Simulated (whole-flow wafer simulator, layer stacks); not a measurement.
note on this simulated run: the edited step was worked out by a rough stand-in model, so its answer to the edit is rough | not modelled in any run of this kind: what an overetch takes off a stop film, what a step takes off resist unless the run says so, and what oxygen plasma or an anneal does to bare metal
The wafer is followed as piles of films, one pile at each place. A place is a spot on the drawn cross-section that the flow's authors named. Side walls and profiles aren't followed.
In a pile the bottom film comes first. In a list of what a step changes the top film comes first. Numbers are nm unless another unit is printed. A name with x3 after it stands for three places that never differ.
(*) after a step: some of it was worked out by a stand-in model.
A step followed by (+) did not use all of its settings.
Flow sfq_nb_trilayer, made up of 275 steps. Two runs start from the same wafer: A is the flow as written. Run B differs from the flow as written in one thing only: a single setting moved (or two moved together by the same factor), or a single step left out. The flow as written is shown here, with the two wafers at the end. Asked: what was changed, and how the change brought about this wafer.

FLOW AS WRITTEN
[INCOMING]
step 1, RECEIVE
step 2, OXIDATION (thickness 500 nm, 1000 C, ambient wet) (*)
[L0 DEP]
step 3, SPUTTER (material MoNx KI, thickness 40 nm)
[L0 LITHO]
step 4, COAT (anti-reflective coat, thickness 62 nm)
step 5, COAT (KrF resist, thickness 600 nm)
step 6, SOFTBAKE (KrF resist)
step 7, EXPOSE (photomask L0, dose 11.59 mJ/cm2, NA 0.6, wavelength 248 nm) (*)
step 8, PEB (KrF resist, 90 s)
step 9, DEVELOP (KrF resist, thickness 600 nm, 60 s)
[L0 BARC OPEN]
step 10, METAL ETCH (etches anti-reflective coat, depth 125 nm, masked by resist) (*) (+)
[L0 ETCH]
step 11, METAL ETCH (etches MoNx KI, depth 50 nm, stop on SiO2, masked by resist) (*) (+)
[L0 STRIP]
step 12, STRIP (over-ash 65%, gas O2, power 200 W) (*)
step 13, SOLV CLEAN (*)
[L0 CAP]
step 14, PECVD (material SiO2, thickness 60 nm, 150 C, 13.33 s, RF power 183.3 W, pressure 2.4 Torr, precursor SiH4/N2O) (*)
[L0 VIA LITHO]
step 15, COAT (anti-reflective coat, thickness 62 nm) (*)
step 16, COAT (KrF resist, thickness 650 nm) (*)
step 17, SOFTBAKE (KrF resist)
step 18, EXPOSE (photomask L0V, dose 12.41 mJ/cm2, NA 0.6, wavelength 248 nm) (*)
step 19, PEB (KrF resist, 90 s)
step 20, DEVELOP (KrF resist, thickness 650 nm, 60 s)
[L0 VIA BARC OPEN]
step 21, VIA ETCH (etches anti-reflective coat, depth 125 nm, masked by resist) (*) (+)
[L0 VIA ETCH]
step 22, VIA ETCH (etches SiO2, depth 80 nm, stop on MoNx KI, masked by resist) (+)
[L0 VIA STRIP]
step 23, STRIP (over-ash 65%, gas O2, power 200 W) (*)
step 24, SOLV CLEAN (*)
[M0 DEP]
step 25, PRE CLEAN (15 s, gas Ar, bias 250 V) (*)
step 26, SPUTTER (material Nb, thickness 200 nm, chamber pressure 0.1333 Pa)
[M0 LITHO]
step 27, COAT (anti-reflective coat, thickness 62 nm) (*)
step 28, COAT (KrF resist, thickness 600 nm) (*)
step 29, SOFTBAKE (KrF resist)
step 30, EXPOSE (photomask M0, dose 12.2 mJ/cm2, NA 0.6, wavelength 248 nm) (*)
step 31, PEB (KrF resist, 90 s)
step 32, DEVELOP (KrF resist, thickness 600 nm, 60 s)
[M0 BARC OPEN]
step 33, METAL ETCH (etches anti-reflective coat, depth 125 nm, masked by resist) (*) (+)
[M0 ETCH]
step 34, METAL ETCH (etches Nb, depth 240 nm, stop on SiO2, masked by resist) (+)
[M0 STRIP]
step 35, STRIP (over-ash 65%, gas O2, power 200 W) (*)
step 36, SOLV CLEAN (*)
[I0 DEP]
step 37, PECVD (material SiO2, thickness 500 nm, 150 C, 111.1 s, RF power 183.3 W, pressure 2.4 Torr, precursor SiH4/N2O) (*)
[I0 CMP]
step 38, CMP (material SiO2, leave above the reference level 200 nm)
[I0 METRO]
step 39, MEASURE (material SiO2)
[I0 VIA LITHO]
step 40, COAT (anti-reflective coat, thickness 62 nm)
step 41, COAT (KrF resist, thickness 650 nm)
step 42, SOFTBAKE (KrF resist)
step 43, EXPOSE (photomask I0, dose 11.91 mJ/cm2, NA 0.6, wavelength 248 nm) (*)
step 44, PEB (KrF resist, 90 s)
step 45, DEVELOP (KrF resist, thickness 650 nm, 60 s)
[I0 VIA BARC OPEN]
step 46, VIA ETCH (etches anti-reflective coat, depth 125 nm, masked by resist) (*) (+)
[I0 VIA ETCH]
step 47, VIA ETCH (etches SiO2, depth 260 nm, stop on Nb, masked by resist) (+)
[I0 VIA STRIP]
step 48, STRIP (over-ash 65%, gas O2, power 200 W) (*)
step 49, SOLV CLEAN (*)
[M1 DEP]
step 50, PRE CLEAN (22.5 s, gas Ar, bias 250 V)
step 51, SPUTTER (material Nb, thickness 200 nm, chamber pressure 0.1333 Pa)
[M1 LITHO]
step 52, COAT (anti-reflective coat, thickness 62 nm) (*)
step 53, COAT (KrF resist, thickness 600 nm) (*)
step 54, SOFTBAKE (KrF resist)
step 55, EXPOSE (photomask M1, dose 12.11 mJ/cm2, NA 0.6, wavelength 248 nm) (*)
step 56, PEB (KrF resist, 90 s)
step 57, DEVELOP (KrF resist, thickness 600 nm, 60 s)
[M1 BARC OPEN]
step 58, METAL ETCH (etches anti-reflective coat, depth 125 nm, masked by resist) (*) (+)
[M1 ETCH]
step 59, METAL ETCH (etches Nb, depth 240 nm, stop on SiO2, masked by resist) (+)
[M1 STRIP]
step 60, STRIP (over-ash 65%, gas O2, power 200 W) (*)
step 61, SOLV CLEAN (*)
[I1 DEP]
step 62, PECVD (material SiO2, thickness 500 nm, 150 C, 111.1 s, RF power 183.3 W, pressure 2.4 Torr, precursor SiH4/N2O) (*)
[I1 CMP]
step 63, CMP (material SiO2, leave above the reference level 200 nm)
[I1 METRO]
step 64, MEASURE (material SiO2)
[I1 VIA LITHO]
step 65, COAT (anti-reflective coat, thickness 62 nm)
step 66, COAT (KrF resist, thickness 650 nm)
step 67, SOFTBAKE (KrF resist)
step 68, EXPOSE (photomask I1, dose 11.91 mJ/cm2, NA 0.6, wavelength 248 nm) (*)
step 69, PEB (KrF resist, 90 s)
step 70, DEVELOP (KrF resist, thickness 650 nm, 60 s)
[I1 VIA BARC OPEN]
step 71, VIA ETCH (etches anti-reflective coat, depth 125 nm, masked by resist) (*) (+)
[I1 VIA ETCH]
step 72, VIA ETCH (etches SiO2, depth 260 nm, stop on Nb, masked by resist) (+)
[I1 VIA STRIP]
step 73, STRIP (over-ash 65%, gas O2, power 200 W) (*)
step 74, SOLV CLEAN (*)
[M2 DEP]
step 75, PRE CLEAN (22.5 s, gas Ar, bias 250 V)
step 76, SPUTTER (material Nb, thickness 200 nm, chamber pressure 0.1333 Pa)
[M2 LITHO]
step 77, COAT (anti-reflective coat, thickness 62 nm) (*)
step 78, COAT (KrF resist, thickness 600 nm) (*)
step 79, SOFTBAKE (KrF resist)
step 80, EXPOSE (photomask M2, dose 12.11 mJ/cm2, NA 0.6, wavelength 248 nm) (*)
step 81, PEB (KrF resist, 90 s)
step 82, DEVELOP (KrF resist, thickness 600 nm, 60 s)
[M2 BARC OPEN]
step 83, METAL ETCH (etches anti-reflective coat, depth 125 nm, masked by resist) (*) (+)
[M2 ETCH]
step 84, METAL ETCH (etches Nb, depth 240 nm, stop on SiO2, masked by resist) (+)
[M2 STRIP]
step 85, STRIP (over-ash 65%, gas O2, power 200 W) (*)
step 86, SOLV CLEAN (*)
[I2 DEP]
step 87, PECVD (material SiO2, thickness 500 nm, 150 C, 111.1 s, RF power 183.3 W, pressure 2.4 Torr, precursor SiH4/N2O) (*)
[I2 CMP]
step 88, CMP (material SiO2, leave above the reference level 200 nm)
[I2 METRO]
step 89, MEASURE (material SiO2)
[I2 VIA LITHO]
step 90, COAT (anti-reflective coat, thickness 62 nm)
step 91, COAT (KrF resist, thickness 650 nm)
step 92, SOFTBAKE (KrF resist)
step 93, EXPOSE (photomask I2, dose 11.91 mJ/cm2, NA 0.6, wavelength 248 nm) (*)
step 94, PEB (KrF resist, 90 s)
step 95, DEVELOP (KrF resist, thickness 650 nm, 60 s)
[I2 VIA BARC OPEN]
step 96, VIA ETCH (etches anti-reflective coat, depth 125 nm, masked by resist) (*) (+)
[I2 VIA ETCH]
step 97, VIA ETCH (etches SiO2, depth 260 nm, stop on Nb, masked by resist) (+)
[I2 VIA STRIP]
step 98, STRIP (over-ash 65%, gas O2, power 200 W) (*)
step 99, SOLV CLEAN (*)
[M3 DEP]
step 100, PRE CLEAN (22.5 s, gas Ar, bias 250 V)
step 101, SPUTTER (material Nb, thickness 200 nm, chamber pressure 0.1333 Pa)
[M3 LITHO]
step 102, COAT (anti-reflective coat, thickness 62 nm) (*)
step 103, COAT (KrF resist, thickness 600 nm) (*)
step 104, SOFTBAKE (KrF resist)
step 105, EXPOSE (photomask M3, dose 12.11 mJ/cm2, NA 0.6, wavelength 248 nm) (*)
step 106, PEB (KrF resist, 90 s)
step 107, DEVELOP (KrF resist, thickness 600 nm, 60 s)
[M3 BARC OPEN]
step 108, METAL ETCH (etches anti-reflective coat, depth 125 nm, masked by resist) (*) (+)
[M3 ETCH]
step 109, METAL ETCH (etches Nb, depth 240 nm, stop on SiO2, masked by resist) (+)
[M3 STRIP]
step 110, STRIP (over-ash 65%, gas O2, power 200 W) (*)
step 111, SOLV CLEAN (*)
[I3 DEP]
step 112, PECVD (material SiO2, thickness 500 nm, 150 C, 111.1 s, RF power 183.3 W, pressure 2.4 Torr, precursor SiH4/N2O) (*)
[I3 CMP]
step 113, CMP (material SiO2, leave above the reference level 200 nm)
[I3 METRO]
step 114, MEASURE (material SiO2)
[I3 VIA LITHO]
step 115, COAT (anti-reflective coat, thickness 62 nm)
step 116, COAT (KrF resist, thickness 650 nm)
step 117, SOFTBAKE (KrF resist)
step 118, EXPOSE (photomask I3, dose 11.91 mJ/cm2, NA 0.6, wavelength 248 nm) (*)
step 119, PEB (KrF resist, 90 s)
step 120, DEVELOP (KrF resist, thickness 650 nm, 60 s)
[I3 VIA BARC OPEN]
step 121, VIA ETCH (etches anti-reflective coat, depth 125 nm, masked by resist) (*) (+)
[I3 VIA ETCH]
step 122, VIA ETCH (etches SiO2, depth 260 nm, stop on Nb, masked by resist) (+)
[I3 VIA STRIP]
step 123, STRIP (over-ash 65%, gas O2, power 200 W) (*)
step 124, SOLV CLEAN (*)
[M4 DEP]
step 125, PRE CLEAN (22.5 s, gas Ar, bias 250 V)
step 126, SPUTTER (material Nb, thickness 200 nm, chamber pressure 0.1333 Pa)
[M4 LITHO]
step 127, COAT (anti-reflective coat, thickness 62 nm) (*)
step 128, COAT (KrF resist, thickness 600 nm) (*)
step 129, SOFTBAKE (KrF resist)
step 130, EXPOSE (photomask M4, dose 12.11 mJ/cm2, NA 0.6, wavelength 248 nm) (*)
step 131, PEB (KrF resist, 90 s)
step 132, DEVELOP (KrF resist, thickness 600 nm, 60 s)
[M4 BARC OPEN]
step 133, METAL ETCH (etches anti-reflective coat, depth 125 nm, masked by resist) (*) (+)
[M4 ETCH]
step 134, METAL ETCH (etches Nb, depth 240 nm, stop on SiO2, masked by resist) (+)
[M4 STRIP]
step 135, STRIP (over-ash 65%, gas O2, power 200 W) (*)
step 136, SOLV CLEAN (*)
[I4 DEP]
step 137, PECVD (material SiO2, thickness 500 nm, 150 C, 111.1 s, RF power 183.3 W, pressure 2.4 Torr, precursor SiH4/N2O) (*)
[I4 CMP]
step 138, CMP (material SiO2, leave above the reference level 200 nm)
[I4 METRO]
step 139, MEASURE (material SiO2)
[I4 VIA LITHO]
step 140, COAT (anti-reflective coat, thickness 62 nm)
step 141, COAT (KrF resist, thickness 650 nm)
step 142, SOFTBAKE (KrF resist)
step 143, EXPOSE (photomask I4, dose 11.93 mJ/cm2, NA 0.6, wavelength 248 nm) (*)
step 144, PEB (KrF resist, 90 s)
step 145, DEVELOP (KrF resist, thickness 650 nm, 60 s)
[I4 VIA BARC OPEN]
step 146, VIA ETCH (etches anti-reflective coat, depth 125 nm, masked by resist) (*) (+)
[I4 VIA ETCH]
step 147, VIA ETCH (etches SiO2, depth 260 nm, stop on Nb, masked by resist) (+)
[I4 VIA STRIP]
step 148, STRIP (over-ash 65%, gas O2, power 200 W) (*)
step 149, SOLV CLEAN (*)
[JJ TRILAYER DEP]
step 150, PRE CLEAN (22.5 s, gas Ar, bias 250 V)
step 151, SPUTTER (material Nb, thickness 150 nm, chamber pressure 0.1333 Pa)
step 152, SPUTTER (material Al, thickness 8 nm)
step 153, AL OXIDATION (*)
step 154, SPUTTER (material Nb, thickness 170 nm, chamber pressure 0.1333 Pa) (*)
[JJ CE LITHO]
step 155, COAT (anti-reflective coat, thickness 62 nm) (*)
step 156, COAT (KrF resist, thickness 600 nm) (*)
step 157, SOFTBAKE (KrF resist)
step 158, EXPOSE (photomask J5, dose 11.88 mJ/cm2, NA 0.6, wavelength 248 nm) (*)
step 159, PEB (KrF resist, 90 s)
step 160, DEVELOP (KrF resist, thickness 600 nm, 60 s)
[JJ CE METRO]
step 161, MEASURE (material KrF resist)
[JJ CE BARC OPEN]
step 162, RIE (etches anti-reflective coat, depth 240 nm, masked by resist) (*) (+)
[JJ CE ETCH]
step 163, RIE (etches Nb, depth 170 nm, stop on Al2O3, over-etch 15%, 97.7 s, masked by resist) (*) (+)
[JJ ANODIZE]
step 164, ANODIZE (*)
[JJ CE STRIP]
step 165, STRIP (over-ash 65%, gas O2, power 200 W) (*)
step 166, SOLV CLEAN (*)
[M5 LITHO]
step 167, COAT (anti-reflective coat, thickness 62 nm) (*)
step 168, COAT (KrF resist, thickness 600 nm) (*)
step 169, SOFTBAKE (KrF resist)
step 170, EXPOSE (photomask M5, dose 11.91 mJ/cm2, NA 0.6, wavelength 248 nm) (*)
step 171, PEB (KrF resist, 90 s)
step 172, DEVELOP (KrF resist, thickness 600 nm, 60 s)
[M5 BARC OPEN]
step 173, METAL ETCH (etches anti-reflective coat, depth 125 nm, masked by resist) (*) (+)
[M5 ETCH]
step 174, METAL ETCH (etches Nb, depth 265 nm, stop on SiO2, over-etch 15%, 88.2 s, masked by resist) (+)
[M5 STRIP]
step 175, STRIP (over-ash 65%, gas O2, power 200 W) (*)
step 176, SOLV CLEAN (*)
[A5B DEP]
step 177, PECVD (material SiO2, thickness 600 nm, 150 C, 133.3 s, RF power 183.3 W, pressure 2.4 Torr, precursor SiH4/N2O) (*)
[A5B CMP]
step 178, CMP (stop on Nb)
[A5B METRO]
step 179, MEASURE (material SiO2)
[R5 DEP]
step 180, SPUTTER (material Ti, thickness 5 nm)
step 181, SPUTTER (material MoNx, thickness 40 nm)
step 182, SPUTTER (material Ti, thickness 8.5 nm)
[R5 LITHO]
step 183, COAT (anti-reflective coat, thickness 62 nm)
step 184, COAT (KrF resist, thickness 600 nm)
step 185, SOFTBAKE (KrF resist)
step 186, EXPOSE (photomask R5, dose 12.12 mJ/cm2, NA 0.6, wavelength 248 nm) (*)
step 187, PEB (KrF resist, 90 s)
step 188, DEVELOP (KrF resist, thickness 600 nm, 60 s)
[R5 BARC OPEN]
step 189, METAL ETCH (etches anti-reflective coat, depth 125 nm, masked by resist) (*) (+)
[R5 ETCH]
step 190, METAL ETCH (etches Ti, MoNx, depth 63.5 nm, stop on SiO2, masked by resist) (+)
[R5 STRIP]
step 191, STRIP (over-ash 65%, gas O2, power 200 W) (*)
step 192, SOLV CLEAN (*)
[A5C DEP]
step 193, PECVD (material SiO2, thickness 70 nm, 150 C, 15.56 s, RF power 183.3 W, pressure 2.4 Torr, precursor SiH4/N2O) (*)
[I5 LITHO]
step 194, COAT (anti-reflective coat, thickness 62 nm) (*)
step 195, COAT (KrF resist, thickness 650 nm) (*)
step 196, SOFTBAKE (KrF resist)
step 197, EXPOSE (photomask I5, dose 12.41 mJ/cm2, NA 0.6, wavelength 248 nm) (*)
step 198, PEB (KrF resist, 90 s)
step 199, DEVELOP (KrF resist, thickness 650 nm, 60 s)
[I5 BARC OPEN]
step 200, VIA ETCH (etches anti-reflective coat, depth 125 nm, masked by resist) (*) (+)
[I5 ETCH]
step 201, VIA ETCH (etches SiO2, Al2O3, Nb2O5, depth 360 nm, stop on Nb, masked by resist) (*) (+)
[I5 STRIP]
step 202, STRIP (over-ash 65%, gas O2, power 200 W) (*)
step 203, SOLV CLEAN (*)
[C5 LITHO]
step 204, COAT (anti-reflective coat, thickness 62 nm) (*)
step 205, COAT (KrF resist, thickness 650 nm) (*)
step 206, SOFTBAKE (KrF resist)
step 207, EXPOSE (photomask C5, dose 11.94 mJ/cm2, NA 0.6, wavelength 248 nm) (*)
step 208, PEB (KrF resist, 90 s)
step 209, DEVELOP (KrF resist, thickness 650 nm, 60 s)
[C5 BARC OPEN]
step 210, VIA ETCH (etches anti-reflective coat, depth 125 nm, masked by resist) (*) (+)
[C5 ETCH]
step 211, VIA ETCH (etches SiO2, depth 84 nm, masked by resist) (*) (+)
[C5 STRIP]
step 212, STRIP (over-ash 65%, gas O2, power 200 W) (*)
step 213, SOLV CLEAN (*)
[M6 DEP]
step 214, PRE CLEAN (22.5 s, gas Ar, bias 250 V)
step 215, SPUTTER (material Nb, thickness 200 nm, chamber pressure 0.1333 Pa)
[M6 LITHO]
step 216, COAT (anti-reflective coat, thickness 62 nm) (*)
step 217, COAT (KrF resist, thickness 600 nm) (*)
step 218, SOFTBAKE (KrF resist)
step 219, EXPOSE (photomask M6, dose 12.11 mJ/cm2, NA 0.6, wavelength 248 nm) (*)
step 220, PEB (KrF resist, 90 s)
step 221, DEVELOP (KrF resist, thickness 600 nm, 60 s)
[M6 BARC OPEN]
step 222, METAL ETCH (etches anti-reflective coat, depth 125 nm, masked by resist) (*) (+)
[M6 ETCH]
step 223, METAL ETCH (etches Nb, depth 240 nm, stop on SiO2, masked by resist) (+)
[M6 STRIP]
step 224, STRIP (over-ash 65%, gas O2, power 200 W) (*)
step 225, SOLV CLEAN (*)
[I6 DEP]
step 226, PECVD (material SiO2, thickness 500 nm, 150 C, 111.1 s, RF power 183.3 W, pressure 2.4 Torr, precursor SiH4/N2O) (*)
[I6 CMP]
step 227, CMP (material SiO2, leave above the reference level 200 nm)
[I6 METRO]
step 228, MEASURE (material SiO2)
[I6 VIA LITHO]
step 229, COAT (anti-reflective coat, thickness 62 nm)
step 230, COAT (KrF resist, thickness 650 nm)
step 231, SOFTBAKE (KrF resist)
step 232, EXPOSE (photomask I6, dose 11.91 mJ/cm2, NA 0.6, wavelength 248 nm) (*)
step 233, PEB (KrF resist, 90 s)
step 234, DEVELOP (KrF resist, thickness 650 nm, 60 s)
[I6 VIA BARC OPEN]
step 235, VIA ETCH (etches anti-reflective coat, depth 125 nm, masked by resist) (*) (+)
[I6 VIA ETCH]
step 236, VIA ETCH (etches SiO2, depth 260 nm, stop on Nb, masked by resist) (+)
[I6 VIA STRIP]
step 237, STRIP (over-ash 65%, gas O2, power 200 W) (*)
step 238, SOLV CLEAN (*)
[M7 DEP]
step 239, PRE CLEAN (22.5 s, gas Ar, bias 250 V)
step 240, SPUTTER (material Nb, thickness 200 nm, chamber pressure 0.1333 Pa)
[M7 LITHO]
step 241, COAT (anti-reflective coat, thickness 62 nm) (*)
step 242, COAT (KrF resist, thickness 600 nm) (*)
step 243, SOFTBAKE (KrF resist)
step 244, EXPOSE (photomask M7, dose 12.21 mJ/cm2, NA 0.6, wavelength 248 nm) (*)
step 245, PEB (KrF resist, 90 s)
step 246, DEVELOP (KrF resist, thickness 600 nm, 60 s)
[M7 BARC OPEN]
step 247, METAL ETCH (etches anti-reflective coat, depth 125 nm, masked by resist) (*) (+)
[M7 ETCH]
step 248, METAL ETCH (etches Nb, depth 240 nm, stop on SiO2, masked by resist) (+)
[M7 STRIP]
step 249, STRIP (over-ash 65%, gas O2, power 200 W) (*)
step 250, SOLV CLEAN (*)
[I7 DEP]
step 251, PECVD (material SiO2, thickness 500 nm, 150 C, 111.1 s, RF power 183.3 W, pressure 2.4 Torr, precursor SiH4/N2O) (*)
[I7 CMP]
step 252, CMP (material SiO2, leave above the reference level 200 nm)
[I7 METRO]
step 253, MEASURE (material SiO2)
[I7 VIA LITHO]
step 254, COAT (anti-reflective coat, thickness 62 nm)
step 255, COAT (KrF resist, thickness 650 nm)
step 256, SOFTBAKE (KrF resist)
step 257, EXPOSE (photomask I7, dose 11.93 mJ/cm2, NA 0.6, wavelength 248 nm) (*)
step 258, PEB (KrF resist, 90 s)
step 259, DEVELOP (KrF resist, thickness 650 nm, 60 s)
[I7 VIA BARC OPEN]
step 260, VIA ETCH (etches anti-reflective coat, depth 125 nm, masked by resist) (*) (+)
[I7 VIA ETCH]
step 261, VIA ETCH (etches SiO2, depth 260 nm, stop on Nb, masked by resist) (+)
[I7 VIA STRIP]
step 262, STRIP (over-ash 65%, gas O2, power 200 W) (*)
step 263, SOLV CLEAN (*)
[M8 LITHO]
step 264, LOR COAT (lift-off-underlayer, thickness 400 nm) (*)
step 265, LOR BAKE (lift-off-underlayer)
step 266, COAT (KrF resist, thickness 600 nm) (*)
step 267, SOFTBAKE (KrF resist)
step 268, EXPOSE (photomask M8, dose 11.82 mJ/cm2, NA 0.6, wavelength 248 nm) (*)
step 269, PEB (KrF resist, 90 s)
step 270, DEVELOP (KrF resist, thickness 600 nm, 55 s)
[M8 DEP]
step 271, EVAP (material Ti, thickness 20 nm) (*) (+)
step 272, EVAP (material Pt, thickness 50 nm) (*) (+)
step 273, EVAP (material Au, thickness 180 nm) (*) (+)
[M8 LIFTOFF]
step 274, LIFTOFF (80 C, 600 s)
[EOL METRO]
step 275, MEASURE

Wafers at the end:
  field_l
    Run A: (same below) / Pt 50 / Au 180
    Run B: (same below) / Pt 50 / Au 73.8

Cause: step 273, EVAP: thickness 73.8 nm was run, whereas the flow has thickness 180 nm.
The wafer lets one read it off: field_l has Au 73.8, and step 273 as written asks for 180 nm.

How this came from the change, step by step:
  step 273, EVAP (material Au, thickness 180 nm) (*) (+)
      field_l, v_sur, via_wl and 103 more: A Au gains 180 (new film) | B Au gains 73.8 (new film)
  step 274, LIFTOFF (80 C, 600 s)
      p4_fl, p4_fm, p4_w1 and 71 more: A Au loses 180 (all of it), Pt loses 50 (all of it), Ti loses 20 (all of it), KrF resist loses 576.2 (all of it), lift-off-underlayer loses 400 (all of it) | B Au loses 73.8 (all of it), Pt loses 50 (all of it), Ti loses 20 (all of it), KrF resist loses 576.2 (all of it), lift-off-underlayer loses 400 (all of it)
      c5j, ce_r: A Au loses 180 (all of it), Pt loses 50 (all of it), Ti loses 20 (all of it), KrF resist loses 573.3 (all of it), lift-off-underlayer loses 399.3 (all of it) | B Au loses 73.8 (all of it), Pt loses 50 (all of it), Ti loses 20 (all of it), KrF resist loses 573.3 (all of it), lift-off-underlayer loses 399.3 (all of it)
      (as well as at 19 more places)
